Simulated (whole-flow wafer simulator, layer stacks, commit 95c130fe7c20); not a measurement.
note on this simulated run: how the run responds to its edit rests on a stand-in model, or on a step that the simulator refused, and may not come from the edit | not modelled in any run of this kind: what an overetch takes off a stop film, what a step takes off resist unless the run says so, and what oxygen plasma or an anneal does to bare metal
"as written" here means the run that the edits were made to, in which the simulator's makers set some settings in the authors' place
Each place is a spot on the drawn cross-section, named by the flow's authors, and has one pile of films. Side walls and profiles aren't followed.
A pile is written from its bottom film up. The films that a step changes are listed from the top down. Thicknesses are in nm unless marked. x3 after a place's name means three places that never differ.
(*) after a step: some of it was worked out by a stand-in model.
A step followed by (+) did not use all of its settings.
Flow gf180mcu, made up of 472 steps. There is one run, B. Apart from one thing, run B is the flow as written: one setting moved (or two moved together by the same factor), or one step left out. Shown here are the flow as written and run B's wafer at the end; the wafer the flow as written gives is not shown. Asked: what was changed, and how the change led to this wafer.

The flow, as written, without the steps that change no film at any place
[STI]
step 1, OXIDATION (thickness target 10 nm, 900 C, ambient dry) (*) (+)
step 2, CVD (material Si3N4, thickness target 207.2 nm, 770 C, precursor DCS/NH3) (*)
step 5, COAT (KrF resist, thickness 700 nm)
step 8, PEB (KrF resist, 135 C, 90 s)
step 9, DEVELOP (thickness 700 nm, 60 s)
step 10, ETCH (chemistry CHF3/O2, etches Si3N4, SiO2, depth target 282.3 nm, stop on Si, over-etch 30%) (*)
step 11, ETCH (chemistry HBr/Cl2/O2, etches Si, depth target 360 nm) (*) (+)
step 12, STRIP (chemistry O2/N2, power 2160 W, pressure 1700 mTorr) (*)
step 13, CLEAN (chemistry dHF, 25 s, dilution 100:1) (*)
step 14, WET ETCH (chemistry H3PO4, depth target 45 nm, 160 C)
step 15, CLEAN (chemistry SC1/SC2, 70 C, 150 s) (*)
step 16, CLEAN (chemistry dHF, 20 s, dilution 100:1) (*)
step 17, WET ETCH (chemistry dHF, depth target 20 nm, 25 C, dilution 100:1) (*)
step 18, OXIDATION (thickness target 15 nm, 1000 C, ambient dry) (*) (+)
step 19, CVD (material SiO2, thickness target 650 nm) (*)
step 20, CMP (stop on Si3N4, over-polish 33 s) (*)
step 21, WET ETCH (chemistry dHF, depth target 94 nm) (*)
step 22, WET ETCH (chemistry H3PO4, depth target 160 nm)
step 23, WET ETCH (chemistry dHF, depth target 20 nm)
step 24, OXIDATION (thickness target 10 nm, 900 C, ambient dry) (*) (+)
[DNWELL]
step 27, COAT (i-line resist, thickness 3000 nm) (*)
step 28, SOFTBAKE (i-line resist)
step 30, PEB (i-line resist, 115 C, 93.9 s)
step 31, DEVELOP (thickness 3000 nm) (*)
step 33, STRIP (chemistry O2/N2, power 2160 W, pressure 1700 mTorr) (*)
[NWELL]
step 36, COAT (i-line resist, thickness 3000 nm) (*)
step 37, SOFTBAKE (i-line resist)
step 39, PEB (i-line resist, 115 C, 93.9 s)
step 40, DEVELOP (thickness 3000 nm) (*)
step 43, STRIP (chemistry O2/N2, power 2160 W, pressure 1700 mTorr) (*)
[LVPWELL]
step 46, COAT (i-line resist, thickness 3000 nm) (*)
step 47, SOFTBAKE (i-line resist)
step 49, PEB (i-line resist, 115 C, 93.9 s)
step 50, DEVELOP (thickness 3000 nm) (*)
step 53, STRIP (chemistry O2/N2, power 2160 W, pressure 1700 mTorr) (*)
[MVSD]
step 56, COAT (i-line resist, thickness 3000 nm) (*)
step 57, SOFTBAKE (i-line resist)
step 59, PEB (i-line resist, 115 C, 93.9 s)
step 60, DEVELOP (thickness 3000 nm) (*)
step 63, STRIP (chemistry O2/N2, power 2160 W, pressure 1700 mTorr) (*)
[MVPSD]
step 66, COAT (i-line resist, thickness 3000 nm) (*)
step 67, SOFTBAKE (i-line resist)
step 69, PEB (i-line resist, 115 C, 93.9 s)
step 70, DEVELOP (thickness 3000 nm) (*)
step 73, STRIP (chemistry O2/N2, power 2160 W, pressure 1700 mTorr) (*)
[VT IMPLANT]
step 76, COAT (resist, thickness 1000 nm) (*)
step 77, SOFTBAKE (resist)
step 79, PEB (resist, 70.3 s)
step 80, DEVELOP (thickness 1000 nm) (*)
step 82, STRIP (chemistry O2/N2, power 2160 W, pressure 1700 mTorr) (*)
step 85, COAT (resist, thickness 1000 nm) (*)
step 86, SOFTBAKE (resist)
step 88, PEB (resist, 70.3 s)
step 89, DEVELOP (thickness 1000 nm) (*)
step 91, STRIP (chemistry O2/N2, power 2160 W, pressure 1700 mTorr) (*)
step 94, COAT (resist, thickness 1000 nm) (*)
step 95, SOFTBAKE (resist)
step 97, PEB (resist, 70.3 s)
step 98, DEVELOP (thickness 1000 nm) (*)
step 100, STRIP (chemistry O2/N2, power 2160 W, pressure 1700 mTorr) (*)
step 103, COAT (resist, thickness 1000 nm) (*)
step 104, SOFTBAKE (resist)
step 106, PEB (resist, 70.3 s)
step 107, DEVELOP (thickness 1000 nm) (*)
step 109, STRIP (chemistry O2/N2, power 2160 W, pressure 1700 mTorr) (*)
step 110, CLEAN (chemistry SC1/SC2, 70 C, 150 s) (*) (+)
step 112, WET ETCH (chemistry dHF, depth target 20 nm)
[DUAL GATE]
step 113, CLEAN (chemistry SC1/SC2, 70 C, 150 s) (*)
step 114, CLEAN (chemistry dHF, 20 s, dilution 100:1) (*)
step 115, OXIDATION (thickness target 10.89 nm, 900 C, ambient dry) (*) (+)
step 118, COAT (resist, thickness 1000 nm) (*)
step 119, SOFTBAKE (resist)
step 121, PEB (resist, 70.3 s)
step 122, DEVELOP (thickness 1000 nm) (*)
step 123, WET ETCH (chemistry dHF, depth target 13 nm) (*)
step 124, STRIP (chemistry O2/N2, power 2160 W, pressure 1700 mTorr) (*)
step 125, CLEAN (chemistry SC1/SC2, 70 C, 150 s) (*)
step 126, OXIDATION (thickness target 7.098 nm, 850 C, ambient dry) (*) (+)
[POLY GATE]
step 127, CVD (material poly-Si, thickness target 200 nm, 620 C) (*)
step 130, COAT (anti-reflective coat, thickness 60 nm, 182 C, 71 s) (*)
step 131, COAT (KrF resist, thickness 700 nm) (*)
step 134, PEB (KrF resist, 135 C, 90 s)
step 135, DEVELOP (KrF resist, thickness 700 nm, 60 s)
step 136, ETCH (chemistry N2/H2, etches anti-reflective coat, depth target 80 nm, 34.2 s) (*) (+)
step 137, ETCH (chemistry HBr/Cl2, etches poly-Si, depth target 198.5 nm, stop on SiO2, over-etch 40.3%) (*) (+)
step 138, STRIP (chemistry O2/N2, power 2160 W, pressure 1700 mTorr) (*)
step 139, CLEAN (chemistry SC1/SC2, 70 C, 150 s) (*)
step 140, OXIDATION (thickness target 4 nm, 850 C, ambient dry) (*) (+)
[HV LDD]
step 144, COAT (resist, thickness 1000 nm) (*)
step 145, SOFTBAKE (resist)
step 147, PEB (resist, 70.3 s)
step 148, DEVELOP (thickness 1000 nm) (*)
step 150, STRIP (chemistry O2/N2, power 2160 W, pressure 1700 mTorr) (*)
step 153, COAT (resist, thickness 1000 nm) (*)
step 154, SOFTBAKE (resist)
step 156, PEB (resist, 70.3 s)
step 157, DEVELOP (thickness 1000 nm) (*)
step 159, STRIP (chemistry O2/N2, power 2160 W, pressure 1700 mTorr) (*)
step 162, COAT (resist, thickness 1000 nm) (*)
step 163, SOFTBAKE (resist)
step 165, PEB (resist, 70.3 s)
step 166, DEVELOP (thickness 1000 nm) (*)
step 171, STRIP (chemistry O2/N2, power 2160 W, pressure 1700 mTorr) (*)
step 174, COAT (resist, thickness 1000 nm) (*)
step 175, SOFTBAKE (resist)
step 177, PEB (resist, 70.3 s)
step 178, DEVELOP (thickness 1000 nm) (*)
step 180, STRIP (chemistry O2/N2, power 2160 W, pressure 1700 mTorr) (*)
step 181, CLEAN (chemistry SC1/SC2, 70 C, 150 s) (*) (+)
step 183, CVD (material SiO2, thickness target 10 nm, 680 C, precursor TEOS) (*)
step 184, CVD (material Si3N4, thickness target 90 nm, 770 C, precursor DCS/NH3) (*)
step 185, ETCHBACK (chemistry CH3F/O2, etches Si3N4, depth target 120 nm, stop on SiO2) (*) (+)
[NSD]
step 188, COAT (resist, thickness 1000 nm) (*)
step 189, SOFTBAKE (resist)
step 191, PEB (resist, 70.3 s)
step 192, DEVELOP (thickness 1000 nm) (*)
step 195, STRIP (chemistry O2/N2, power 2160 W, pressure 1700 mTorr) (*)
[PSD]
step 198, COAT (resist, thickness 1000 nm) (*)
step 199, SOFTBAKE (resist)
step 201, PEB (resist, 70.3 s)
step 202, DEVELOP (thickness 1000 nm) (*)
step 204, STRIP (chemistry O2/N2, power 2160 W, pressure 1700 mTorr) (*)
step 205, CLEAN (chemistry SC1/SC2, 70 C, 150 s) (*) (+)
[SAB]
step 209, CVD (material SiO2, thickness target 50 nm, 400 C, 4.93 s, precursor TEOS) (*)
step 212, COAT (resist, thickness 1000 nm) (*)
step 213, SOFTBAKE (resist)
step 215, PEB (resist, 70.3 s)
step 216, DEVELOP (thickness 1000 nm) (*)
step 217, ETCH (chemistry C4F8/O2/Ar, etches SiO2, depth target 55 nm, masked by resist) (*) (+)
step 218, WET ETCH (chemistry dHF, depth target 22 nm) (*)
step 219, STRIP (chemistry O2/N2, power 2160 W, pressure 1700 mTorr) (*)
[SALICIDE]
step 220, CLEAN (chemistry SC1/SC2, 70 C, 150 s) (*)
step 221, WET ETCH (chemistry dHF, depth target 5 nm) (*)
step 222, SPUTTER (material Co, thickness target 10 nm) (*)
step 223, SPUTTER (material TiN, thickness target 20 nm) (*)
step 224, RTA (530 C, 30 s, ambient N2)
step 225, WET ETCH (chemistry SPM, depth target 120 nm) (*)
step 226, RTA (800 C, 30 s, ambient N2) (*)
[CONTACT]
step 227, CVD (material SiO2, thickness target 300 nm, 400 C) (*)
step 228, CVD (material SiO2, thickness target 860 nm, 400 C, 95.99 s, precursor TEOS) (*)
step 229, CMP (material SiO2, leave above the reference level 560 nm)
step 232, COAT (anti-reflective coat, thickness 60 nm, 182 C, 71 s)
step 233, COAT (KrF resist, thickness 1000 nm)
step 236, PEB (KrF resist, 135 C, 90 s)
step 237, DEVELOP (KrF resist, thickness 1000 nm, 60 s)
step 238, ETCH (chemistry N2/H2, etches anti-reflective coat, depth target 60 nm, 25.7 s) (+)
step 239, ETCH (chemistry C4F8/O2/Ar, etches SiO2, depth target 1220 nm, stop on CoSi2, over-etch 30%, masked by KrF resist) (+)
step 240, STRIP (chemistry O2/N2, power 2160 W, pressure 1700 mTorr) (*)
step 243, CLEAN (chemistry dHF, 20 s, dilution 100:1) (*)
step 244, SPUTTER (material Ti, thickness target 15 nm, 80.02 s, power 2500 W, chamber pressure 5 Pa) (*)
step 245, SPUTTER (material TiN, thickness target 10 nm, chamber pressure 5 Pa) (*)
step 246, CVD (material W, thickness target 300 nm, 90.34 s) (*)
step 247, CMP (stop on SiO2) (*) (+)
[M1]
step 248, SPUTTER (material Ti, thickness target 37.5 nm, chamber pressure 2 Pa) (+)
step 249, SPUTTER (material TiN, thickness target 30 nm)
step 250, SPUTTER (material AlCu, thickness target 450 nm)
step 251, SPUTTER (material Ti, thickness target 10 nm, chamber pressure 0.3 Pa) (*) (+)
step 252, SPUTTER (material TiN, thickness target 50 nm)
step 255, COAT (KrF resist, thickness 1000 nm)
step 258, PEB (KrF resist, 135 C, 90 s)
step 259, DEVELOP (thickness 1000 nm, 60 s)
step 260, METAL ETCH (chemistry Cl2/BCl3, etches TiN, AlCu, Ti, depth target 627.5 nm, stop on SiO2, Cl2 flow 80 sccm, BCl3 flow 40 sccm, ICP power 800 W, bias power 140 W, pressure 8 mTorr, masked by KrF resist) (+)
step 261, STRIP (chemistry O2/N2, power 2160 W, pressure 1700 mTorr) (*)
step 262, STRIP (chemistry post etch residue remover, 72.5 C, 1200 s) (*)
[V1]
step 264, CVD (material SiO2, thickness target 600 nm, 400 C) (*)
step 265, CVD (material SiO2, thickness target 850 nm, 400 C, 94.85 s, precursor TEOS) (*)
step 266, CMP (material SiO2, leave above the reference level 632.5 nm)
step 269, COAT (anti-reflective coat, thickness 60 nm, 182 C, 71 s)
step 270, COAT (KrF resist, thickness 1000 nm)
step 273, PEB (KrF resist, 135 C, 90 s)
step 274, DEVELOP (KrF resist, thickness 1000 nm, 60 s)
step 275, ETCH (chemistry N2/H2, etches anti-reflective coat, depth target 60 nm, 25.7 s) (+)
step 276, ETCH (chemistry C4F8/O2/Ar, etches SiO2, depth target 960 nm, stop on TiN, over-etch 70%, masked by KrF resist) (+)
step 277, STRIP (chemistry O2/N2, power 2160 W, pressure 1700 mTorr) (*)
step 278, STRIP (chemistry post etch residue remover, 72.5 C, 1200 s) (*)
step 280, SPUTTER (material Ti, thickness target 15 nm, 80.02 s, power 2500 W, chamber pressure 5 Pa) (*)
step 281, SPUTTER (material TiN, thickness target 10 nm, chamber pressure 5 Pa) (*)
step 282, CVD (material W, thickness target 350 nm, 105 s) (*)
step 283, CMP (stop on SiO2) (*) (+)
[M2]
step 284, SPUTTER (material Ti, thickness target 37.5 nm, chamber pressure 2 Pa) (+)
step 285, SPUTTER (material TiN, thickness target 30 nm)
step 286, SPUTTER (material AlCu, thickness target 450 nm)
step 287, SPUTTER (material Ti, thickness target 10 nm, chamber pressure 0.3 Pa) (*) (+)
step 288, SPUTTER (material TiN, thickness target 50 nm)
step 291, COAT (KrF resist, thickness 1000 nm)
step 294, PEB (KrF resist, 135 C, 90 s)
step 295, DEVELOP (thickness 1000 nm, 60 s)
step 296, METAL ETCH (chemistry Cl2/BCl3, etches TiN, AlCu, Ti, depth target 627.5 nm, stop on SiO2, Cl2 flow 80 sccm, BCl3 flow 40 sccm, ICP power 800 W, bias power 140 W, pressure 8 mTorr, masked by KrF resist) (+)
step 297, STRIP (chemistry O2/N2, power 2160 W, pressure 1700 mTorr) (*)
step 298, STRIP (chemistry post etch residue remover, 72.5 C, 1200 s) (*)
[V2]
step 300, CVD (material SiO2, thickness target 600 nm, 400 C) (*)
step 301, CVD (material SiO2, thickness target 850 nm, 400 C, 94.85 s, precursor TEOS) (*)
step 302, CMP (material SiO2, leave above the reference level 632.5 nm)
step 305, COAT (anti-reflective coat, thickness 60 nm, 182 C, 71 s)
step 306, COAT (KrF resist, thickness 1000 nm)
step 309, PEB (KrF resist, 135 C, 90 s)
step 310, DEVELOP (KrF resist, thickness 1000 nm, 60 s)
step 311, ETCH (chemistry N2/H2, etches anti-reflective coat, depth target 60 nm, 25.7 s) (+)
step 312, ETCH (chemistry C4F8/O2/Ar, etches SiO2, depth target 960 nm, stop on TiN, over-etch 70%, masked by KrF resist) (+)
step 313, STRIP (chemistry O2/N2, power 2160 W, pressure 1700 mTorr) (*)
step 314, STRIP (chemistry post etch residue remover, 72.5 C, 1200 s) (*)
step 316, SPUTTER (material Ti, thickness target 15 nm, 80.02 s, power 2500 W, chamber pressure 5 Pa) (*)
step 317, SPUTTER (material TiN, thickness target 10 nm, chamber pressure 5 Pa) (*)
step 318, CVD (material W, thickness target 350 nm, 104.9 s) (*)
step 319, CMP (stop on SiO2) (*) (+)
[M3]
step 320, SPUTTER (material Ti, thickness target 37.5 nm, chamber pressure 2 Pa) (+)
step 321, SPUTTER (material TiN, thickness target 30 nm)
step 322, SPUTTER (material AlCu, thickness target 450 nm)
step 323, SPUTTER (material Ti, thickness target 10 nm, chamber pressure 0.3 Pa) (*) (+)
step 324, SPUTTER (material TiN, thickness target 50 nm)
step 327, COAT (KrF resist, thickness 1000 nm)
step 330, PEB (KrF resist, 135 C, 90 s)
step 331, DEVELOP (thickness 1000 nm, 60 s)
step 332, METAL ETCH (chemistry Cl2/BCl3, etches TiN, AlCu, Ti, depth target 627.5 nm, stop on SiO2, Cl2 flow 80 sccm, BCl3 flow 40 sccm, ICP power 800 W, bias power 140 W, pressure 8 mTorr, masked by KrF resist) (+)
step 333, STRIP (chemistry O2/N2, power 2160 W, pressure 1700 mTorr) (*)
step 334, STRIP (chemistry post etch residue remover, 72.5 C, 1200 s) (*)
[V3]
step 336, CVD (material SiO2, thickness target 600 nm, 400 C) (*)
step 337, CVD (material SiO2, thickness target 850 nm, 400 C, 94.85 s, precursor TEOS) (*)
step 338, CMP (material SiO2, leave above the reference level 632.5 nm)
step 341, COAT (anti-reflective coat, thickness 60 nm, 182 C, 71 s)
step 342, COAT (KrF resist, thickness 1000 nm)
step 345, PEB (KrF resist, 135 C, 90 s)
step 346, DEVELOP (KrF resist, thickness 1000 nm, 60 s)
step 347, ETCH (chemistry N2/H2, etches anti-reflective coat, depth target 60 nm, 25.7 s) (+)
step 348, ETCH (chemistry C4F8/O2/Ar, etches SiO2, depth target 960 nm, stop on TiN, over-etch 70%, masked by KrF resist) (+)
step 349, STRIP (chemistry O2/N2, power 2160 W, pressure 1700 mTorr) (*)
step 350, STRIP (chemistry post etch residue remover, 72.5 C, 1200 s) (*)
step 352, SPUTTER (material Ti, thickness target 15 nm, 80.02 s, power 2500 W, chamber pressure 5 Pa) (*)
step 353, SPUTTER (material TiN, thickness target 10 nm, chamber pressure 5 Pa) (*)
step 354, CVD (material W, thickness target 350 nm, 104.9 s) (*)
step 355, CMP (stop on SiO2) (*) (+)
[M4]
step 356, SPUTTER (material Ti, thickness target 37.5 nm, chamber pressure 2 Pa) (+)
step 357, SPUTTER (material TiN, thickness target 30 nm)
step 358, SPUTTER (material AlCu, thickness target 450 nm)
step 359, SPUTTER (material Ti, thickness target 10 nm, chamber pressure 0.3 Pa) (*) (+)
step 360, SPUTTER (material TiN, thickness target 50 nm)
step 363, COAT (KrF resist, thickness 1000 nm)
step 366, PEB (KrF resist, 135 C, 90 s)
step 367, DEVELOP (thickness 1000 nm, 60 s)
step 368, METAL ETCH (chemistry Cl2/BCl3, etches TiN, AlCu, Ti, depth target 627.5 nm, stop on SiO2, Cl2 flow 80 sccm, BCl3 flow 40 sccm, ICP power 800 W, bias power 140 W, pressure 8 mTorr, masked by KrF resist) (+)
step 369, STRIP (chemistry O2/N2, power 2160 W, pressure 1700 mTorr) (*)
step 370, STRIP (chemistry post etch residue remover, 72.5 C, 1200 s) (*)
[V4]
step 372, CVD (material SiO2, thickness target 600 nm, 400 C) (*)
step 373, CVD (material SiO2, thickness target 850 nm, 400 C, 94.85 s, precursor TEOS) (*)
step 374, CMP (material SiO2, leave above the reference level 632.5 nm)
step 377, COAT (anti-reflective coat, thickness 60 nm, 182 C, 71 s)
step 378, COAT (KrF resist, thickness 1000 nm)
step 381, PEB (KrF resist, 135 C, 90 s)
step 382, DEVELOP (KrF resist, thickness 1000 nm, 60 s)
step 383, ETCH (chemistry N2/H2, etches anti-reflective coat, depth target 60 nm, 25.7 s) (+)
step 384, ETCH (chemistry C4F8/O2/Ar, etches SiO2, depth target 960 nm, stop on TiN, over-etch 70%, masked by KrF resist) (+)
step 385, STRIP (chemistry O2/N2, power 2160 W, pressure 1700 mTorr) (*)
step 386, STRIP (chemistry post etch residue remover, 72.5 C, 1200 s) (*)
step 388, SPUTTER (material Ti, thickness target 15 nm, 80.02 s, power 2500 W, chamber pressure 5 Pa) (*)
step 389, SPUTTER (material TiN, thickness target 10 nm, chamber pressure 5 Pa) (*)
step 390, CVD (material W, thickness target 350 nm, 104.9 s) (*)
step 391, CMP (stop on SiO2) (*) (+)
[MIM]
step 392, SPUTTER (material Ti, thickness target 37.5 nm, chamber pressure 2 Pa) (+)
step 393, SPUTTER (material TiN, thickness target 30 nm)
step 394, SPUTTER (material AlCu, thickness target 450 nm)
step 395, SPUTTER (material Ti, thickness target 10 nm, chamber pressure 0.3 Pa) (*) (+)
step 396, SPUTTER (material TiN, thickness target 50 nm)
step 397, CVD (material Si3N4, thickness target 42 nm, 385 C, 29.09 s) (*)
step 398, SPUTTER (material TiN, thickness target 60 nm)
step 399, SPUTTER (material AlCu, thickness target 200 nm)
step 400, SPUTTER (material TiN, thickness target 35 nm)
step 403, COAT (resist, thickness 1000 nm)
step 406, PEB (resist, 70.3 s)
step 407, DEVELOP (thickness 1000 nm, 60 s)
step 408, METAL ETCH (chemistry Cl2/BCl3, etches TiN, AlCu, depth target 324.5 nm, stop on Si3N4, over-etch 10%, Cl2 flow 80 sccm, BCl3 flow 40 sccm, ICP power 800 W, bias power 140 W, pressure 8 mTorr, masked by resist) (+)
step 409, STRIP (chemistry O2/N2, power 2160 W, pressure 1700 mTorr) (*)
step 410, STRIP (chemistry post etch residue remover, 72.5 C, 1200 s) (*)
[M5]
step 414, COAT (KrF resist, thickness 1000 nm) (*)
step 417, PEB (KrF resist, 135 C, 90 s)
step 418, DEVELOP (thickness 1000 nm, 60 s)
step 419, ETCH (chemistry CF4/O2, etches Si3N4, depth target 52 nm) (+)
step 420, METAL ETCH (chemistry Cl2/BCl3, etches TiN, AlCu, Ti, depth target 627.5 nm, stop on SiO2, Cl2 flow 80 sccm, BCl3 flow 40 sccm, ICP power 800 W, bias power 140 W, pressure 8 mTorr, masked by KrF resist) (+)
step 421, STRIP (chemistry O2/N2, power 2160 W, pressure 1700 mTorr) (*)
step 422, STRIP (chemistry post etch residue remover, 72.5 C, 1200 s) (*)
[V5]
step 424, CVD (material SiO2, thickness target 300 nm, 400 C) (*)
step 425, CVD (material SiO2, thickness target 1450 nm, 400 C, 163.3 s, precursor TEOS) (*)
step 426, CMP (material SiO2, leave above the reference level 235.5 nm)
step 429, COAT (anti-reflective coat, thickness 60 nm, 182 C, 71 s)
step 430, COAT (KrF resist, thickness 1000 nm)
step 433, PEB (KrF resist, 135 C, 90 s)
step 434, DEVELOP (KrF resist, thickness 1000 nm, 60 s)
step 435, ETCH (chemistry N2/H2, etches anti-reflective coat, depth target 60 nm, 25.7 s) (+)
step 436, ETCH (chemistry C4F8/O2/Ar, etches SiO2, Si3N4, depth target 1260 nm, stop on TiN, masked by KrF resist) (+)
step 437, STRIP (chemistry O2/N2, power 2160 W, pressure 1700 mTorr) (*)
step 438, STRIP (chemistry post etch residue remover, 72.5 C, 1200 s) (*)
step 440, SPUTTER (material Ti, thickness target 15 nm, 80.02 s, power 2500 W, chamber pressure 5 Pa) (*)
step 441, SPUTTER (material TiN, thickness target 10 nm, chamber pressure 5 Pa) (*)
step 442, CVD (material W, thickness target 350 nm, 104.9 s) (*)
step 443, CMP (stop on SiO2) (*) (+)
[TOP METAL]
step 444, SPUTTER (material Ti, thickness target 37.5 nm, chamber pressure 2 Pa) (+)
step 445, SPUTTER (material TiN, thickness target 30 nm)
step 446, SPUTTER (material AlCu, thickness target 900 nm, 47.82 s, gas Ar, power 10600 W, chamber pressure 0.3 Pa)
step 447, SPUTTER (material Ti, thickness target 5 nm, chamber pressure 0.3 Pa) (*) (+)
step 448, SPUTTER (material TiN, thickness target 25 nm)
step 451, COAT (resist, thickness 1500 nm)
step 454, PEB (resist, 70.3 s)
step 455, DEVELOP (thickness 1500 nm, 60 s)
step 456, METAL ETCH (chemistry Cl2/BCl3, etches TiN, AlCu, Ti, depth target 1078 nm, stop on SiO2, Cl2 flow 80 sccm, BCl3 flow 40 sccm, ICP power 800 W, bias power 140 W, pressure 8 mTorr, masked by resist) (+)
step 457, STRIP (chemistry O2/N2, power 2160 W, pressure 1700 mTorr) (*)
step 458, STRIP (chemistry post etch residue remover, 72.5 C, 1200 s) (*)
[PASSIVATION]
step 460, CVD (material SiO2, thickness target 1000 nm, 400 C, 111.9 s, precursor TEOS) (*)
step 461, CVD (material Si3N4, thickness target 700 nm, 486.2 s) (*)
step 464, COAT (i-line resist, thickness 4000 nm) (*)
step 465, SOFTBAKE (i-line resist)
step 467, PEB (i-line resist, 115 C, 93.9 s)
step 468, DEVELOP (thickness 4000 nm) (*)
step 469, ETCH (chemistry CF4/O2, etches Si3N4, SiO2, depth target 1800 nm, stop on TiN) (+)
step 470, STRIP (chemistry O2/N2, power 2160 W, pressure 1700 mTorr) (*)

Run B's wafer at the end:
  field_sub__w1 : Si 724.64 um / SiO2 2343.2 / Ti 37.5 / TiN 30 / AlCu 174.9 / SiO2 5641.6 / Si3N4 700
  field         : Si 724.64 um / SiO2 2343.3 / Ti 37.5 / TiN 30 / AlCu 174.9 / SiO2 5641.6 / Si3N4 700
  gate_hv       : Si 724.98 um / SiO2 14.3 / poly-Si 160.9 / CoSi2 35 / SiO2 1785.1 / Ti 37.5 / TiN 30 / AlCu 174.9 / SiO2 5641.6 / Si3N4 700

Cause: step 296, METAL ETCH: depth target 329.4 nm was run, though the flow has depth target 627.5 nm.

Step by step, how the change led to this:
  step 296, METAL ETCH (chemistry Cl2/BCl3, etches TiN, AlCu, Ti, depth target 627.5 nm, stop on SiO2, Cl2 flow 80 sccm, BCl3 flow 40 sccm, ICP power 800 W, bias power 140 W, pressure 8 mTorr, masked by KrF resist) (+)
      field, field__w1, field__w2 and 103 more: TiN loses 50 (all of it), Ti loses 10 (all of it), AlCu loses 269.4 (it would be, as written: TiN loses 50 (all of it), Ti loses 10 (all of it), AlCu loses 450 (all of it), TiN loses 30 (all of it), Ti loses 37.5 (all of it))
      field__w8, contact, m1, m1__w1, m1_nw: KrF resist loses 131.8 (it would be, as written: KrF resist loses 251)
  step 297, STRIP (chemistry O2/N2, power 2160 W, pressure 1700 mTorr) (*)
      field__w8, contact, m1, m1__w1, m1_nw: KrF resist loses 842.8 (all of it) (it would be, as written: KrF resist loses 723.5 (all of it))
  step 298, STRIP (chemistry post etch residue remover, 72.5 C, 1200 s) (*)
      field, field__w1, field__w2 and 103 more: AlCu loses 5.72 (it would be, as written: nothing)
  step 300, CVD (material SiO2, thickness target 600 nm, 400 C) (*)
      field, field__w1, field__w2 and 103 more: SiO2 gains 600 (new film) (it would be, as written: SiO2 gains 600)
  step 302, CMP (material SiO2, leave above the reference level 632.5 nm)
      field, field__w1, field__w2 and 103 more: SiO2 loses 542.4 (it would be, as written: SiO2 loses 300)
Taking metal films that touch as one body, field_sub__w1 has 1 body; the flow as written gives 0 bodies.
Taking metal films that touch as one body, field has 1 body; the flow as written gives 0 bodies.
Taking metal films that touch as one body, gate_hv has 2 bodies (between them, from the top down: SiO2 1785.1); the flow as written gives 1 body.
